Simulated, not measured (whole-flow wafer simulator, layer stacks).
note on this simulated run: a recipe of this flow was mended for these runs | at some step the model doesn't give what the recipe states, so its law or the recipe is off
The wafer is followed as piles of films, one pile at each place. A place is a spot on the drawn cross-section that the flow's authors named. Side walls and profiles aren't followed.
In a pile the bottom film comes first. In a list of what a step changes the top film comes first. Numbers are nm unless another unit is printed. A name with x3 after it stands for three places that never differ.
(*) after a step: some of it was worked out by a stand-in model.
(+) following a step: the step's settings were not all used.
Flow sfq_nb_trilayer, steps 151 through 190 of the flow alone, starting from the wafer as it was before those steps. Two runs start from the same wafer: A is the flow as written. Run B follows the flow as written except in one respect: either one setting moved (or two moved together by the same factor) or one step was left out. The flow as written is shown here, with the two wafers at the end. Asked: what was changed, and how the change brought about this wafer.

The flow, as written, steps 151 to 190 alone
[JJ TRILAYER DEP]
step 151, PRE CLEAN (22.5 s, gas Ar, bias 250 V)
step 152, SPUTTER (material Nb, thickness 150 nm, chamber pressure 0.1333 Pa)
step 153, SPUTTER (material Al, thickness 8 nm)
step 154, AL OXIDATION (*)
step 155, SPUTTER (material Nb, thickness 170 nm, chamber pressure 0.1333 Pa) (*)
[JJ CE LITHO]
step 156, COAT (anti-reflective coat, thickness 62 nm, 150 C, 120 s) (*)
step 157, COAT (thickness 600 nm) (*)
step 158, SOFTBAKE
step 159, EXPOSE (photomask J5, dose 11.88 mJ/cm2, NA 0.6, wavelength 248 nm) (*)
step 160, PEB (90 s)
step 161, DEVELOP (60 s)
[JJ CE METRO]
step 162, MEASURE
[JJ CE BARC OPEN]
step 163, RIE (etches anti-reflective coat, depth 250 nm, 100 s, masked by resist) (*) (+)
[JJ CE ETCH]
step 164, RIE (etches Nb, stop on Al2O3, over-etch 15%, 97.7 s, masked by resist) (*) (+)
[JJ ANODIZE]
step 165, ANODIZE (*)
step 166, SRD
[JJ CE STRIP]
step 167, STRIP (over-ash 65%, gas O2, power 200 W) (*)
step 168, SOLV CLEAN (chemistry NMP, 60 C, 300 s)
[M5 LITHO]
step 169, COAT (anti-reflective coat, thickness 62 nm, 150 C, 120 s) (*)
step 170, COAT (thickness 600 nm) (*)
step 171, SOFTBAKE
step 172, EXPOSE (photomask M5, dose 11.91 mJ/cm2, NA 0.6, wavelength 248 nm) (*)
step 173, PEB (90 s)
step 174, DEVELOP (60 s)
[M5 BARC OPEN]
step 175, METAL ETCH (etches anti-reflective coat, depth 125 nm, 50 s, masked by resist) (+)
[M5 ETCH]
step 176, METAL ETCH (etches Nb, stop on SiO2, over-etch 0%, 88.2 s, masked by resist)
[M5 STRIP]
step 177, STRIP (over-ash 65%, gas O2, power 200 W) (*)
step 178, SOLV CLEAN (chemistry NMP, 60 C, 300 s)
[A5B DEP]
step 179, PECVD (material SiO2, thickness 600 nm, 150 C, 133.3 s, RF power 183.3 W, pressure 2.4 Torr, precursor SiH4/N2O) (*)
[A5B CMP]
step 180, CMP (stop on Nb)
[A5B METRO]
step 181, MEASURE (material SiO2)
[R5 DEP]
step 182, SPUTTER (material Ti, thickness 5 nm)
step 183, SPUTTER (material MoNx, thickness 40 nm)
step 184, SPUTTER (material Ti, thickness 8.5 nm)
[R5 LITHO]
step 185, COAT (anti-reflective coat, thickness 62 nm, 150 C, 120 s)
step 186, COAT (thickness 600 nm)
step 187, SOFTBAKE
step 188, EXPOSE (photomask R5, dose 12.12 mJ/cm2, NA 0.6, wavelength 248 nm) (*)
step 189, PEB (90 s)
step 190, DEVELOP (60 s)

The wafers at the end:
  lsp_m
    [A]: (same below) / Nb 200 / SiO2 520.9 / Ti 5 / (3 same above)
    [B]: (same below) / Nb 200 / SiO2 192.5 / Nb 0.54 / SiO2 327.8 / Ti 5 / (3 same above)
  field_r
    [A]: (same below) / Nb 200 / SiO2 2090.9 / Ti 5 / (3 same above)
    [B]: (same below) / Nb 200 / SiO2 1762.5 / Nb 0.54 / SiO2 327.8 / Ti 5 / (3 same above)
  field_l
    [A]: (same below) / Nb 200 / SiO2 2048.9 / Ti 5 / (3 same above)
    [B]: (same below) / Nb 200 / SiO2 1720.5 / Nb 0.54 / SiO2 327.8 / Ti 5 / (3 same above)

What caused this: step 176, METAL ETCH: 60.31 s was run, whereas the flow has 88.2 s.

The path from the change to this, step by step:
  step 176, METAL ETCH (etches Nb, stop on SiO2, over-etch 0%, 88.2 s, masked by resist)
      field_l, res, r_end and 47 more: A -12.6 Al2O3 (all of it), -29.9 Nb2O5 (all of it), -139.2 Nb (all of it), -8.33 SiO2 | B -12.6 Al2O3 (all of it), -29.9 Nb2O5 (all of it), -138.7 Nb
      r_sur, wl_a_sl, wl_a_m6: A -12.5 Al2O3 (all of it), -29.9 Nb2O5 (all of it), -139.2 Nb (all of it), -8.33 SiO2 | B -12.5 Al2O3 (all of it), -29.9 Nb2O5 (all of it), -138.7 Nb
      (as well as at 53 more places)
  step 177, STRIP (over-ash 65%, gas O2, power 200 W) (*)
      l0r_line_l x3, l0r_space_c x22, m0r_space_l x2, r5r_line_l x3: A -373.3 KrF-resist-other-grade (all of it), -62 anti-reflective coat (all of it) | B -415.2 KrF-resist-other-grade (all of it), -62 anti-reflective coat (all of it)
      v_sur: A -366.5 KrF-resist-other-grade (all of it), -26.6 anti-reflective coat (all of it) | B -408.4 KrF-resist-other-grade (all of it), -26.6 anti-reflective coat (all of it)
      (as well as at 22 more places)
  step 179, PECVD (material SiO2, thickness 600 nm, 150 C, 133.3 s, RF power 183.3 W, pressure 2.4 Torr, precursor SiH4/N2O) (*)
      field_l, lsp_m, ln_m6 and 44 more: A +600 SiO2 | B +600 SiO2 (new film)
      r_sur, res, r_end, moat, field_r, lsp_l: A +593.1 SiO2 | B +593.4 SiO2 (new film)
  step 180, CMP (stop on Nb)
      field_l, lsp_m, ln_m6 and 42 more: A -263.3 SiO2 | B -272.2 SiO2
      res, r_end, moat, field_r, lsp_l: A -256.4 SiO2 | B -265.6 SiO2
      (as well as at 3 more places)
Taking metal films that touch as one body, lsp_m has 4 bodies (between them, from the top down: SiO2 327.8; SiO2 192.5; SiO2 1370); the flow as written gives 3 bodies (between them, from the top down: SiO2 520.9; SiO2 1370).
Taking metal films that touch as one body, field_r has 3 bodies (between them, from the top down: SiO2 327.8; SiO2 1762.5); the flow as written gives 2 bodies (between them, from the top down: SiO2 2090.9).
Taking metal films that touch as one body, field_l has 4 bodies (between them, from the top down: SiO2 327.8; SiO2 1720.5; SiO2 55); the flow as written gives 3 bodies (between them, from the top down: SiO2 2048.9; SiO2 55).
